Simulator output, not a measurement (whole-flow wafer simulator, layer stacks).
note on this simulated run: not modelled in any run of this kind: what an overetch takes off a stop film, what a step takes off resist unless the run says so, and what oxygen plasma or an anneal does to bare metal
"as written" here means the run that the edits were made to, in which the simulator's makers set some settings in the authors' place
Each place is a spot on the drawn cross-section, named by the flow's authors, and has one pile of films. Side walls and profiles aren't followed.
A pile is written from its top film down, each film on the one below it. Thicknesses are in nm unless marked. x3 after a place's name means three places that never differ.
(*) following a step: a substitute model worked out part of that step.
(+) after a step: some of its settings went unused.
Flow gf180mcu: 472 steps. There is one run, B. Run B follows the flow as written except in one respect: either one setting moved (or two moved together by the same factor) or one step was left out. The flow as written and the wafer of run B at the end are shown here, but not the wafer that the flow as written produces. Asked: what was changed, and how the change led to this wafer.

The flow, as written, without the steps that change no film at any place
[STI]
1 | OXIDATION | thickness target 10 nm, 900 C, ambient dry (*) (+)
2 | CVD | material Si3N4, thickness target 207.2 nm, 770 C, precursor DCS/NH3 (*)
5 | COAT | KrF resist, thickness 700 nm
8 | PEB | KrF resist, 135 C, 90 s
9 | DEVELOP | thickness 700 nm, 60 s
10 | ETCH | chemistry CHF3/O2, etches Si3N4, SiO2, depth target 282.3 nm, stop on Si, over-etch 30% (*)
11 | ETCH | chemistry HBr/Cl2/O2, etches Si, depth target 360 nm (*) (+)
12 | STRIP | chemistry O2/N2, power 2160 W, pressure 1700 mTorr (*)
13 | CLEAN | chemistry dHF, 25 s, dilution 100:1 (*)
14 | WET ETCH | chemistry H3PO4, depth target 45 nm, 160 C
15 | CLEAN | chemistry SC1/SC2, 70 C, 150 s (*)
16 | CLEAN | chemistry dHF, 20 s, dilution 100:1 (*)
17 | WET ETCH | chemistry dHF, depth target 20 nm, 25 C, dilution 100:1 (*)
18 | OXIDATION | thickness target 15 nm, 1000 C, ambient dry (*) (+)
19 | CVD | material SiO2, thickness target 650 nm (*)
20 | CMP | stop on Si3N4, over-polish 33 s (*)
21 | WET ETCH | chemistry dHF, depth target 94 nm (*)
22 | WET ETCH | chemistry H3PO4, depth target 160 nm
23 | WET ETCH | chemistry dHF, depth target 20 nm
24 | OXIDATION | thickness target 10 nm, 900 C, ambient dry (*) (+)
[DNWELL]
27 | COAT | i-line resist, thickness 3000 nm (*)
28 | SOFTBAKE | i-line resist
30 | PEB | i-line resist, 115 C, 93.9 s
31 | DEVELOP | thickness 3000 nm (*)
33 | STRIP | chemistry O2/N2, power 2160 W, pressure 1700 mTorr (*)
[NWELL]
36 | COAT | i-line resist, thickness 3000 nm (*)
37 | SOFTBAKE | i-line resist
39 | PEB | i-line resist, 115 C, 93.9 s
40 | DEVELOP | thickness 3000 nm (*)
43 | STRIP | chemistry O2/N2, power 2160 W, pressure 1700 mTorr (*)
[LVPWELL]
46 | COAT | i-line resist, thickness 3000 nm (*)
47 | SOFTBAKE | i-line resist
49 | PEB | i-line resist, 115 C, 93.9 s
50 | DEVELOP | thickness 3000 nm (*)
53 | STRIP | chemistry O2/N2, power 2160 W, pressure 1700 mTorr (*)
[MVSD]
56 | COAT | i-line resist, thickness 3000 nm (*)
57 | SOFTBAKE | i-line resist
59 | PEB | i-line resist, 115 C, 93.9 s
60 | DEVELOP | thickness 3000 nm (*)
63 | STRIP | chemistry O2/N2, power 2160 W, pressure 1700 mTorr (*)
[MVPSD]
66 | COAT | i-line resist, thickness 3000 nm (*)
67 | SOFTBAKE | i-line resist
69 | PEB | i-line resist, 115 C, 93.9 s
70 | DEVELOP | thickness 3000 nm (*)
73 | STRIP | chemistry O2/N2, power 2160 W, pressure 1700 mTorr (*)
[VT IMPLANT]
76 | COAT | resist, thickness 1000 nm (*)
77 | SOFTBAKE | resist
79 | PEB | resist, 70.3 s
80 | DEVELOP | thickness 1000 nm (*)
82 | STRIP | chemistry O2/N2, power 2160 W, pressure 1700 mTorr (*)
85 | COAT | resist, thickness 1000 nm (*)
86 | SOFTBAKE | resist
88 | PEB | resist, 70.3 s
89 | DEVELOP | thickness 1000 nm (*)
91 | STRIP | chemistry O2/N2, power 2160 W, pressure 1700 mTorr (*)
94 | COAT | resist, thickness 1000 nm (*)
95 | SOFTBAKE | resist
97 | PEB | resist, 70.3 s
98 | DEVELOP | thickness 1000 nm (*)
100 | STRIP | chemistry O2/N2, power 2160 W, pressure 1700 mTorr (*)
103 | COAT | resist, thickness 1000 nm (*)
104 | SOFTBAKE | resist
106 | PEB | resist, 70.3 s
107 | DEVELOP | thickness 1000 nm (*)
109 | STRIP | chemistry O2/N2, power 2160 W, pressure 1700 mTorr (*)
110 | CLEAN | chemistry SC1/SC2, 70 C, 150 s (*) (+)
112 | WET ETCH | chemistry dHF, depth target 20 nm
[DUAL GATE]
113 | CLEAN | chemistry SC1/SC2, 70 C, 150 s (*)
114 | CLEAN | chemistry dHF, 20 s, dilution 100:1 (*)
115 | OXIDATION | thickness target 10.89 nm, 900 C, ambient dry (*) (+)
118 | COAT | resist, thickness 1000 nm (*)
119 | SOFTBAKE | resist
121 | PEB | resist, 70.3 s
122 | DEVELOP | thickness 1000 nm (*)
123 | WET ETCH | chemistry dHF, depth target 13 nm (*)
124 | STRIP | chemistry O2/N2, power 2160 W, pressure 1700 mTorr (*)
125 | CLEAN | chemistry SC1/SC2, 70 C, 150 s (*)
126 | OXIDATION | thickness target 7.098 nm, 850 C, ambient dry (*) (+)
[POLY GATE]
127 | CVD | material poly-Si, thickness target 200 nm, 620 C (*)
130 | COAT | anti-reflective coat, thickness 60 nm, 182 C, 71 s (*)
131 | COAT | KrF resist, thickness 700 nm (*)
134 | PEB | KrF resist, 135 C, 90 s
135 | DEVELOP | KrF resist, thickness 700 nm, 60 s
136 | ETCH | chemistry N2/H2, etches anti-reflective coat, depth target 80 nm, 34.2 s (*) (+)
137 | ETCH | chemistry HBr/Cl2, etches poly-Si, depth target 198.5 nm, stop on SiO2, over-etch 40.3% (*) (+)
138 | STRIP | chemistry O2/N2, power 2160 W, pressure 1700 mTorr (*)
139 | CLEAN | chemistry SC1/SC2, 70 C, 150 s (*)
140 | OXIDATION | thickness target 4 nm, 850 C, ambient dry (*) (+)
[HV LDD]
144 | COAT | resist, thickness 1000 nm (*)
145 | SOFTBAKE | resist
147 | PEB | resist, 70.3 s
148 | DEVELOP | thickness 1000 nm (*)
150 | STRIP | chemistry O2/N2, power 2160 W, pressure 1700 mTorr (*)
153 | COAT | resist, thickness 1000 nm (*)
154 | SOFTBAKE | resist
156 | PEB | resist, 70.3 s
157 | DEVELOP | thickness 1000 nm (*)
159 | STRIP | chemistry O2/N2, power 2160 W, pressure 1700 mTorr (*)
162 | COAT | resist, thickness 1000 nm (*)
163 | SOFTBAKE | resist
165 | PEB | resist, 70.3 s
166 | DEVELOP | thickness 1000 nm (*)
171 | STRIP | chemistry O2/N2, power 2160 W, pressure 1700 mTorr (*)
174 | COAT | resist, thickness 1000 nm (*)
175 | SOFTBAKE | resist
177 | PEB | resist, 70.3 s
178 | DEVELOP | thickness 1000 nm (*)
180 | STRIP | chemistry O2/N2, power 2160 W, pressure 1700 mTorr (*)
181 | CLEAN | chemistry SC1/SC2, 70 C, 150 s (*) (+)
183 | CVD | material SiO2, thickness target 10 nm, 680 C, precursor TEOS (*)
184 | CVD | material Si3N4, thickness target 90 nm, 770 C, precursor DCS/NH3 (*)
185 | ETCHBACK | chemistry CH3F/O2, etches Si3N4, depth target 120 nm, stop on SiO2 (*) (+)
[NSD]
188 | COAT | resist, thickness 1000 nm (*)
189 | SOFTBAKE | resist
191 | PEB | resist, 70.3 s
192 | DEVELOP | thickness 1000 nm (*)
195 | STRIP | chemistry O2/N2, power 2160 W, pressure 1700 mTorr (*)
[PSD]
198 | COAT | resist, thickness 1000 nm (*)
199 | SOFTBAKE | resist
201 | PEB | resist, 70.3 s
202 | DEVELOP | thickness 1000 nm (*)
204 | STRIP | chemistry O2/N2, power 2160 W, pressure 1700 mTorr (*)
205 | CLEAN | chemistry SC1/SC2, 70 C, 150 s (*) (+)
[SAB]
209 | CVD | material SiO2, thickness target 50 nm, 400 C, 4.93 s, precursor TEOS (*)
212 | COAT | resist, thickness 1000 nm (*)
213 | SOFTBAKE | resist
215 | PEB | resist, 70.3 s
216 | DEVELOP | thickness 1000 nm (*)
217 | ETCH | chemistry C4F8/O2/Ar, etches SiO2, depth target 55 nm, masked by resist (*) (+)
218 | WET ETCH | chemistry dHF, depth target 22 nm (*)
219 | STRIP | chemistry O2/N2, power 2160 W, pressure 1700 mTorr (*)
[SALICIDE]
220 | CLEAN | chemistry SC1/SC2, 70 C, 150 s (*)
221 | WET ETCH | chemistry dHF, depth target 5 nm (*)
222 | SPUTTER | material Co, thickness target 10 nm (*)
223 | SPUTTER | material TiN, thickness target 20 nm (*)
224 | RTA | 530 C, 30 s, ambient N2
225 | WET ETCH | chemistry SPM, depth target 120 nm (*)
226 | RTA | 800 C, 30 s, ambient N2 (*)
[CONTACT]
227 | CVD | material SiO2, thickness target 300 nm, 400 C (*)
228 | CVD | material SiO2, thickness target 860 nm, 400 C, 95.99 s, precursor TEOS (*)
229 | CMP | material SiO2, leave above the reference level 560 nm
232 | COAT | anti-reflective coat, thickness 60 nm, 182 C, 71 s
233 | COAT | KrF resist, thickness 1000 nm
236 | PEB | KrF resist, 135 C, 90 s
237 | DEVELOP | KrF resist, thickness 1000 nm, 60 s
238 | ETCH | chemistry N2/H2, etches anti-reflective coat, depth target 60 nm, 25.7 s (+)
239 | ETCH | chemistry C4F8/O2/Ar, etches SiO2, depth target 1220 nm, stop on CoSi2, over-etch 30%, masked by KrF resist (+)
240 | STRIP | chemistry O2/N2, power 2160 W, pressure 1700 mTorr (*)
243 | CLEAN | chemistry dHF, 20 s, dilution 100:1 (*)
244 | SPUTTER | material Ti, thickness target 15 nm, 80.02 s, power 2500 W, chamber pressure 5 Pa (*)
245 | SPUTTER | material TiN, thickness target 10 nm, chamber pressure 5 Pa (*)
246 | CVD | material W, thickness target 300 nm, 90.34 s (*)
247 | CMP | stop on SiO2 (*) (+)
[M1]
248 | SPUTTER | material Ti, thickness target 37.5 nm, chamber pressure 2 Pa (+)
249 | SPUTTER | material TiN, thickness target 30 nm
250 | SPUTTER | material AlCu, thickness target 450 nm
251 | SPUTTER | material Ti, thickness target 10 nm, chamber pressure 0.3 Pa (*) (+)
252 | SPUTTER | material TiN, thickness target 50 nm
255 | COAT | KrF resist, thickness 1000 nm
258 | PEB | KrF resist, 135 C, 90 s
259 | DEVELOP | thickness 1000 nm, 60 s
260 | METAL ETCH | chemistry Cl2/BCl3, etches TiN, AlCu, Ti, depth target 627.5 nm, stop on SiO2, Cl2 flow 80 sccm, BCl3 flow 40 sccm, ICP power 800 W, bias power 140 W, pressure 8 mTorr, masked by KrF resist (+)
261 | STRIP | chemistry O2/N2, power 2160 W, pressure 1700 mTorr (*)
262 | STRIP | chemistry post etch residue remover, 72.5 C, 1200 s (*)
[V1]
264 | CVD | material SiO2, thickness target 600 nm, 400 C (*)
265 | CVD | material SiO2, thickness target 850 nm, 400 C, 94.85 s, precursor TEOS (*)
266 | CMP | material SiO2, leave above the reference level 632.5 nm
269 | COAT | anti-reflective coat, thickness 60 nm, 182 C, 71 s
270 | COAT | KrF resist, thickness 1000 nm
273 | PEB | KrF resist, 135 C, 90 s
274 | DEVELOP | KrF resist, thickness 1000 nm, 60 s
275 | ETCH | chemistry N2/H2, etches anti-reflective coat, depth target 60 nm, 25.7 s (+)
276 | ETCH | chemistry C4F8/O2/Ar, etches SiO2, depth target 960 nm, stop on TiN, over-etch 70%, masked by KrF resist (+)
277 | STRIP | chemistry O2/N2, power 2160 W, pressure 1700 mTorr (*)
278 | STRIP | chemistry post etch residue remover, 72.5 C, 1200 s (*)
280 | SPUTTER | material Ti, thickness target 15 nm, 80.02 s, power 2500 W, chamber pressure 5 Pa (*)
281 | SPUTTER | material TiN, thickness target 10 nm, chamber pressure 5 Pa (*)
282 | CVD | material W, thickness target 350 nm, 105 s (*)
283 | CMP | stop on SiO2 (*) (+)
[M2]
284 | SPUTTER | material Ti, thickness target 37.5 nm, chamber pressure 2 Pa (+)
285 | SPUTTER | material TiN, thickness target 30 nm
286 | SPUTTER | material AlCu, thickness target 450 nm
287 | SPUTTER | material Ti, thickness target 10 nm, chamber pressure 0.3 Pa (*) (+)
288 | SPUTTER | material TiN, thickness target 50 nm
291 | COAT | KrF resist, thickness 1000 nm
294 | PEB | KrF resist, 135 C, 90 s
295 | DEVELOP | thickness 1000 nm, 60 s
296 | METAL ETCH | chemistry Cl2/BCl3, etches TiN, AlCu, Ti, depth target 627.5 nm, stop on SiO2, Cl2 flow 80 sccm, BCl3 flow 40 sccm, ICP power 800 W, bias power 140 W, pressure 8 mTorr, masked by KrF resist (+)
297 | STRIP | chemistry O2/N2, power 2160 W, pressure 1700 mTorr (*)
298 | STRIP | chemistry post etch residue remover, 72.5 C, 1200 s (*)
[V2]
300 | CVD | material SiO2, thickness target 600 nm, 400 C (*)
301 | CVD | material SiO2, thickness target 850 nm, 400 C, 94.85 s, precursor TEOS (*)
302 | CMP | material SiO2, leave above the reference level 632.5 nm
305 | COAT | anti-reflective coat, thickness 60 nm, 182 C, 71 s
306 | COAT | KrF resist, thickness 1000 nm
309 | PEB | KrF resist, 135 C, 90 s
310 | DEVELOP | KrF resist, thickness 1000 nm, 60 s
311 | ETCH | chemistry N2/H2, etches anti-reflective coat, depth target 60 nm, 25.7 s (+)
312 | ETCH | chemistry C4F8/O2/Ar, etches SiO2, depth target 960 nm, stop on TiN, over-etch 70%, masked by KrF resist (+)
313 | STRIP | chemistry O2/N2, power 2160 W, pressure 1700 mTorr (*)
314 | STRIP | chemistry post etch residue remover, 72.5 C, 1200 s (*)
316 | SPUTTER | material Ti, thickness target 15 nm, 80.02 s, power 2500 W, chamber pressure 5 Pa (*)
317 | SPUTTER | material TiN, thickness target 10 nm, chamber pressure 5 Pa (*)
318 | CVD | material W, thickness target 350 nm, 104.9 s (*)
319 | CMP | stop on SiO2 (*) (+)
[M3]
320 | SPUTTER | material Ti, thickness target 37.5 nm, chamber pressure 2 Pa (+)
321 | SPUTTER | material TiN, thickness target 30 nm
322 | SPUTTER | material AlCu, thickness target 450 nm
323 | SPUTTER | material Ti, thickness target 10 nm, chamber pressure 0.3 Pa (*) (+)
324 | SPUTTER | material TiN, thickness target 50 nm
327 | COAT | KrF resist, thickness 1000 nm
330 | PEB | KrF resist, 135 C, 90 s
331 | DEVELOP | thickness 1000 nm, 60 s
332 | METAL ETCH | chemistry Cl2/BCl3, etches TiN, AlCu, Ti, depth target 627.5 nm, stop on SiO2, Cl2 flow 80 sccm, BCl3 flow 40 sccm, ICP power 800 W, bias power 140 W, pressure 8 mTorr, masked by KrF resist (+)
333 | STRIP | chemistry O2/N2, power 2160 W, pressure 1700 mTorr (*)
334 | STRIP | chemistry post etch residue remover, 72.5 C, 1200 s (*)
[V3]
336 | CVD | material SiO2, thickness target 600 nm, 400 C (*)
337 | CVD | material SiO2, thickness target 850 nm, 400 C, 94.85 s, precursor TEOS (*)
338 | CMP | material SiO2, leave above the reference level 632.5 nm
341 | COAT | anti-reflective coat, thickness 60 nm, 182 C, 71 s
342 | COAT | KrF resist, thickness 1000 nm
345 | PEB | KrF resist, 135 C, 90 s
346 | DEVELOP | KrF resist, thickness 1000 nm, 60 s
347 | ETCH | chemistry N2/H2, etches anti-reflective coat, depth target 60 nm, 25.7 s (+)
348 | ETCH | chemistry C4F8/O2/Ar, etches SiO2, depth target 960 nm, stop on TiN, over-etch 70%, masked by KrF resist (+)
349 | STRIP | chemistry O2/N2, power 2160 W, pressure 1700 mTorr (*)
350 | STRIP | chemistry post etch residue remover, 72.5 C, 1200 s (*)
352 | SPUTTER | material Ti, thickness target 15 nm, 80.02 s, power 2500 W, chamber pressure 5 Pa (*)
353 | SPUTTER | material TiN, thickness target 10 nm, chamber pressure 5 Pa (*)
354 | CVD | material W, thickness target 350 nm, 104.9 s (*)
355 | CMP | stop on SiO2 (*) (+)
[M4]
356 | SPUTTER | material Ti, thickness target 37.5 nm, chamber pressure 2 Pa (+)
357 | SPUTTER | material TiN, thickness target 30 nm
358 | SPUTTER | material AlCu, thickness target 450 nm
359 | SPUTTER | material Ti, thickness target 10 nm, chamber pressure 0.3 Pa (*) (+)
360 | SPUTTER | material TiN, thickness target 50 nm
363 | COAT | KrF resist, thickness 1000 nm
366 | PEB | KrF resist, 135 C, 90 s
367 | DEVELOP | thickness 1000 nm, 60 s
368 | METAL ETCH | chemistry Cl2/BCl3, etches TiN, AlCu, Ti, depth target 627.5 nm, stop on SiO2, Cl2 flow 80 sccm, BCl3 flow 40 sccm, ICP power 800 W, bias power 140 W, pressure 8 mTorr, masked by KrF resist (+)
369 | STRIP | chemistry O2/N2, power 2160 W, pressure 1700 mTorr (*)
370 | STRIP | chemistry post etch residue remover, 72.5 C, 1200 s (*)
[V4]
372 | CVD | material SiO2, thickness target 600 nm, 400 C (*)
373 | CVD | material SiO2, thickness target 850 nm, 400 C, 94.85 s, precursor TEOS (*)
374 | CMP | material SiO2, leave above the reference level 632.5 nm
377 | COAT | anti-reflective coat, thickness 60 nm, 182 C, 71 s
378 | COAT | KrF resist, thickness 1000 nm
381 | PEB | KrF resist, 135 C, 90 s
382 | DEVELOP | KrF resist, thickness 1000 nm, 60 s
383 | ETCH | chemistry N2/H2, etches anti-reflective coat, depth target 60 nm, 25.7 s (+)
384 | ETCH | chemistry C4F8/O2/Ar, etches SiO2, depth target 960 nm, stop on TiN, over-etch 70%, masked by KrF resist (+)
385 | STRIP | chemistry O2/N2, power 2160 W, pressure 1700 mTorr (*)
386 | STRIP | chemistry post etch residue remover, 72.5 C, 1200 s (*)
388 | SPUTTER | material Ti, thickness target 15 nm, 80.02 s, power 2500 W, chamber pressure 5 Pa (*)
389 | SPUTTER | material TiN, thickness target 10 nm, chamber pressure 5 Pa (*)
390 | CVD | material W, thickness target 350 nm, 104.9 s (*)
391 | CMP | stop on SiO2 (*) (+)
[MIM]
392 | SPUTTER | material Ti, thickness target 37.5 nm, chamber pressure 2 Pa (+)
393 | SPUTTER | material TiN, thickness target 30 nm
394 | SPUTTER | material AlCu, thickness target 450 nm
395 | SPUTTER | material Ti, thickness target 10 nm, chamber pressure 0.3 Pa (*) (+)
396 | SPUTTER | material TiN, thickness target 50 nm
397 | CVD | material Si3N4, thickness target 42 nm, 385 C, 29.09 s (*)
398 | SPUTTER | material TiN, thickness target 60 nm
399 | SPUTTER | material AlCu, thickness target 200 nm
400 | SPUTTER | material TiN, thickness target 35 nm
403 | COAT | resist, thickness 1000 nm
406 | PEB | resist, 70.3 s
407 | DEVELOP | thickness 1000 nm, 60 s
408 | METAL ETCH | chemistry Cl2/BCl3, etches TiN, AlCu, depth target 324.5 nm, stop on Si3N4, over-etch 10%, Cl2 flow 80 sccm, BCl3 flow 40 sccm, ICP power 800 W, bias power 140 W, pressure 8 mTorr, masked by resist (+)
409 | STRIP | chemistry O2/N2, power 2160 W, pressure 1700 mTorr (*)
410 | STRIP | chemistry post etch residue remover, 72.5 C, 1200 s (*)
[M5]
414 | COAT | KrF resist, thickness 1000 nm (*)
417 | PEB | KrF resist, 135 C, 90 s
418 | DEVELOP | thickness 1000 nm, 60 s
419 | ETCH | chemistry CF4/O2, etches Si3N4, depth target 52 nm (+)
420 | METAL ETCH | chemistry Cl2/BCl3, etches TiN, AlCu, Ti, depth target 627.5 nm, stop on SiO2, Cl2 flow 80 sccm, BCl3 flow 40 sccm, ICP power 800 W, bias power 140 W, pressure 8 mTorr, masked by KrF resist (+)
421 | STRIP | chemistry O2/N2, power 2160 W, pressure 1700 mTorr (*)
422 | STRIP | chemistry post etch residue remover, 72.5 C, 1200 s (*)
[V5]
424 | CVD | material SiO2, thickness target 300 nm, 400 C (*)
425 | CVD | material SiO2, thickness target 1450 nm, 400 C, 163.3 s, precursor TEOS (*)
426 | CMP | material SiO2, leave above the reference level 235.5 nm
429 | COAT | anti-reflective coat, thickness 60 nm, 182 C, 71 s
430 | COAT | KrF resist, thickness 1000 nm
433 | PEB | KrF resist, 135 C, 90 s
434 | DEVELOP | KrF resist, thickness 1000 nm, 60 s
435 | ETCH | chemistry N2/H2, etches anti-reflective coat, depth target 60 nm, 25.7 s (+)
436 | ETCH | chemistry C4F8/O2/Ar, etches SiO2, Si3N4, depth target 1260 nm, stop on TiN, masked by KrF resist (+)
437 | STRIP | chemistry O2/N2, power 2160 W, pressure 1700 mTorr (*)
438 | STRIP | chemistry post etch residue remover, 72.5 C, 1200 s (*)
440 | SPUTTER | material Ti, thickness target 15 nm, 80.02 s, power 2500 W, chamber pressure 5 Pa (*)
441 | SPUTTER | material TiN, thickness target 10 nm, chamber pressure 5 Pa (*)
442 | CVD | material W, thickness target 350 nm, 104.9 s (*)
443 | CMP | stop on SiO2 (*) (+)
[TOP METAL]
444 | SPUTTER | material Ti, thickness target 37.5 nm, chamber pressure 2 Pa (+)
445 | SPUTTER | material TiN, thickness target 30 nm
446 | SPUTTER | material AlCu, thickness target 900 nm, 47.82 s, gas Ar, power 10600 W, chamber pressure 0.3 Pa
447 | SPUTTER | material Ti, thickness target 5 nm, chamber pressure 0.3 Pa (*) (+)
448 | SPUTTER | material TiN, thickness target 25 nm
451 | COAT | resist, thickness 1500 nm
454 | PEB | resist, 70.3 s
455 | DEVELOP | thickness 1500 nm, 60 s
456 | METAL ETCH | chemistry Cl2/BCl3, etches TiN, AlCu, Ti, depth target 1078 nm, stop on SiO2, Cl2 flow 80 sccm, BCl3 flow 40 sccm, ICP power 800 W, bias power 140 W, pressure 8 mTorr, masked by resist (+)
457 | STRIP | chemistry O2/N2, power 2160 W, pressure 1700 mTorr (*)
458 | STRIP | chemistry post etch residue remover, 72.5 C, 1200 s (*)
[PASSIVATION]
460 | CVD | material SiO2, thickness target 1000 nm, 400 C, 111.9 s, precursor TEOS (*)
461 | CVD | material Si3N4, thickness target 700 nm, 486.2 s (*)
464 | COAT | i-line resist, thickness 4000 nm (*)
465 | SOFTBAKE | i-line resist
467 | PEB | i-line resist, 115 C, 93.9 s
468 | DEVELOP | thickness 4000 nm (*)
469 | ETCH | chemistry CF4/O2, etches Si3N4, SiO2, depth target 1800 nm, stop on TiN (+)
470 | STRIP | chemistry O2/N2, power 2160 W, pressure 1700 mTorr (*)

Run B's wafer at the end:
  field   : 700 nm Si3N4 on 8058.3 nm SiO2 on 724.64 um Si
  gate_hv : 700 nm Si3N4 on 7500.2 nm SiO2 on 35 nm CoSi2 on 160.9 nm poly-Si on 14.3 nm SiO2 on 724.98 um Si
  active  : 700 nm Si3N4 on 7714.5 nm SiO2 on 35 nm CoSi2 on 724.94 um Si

What caused this: step 250, SPUTTER: thickness target 281 nm was run, though the flow has thickness target 450 nm.

Step by step, how the change led to this:
  250 | SPUTTER | material AlCu, thickness target 450 nm
      field, field__w1, field__w2 and 108 more: +281 AlCu (new film) (it would be, as written: +450 AlCu (new film))
  260 | METAL ETCH | chemistry Cl2/BCl3, etches TiN, AlCu, Ti, depth target 627.5 nm, stop on SiO2, Cl2 flow 80 sccm, BCl3 flow 40 sccm, ICP power 800 W, bias power 140 W, pressure 8 mTorr, masked by KrF resist (+)
      field, field__w1, field__w2 and 99 more: -50 TiN (all of it), -10 Ti (all of it), -281 AlCu (all of it), -30 TiN (all of it), -37.5 Ti (all of it) (it would be, as written: -50 TiN (all of it), -10 Ti (all of it), -450 AlCu (all of it), -30 TiN (all of it), -37.5 Ti (all of it))
      field__w8, contact, m1 and 6 more: -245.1 KrF resist (it would be, as written: -251 KrF resist)
  266 | CMP | material SiO2, leave above the reference level 632.5 nm
      field, field__w1, field__w2 and 99 more: -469 SiO2 (it would be, as written: -300 SiO2)
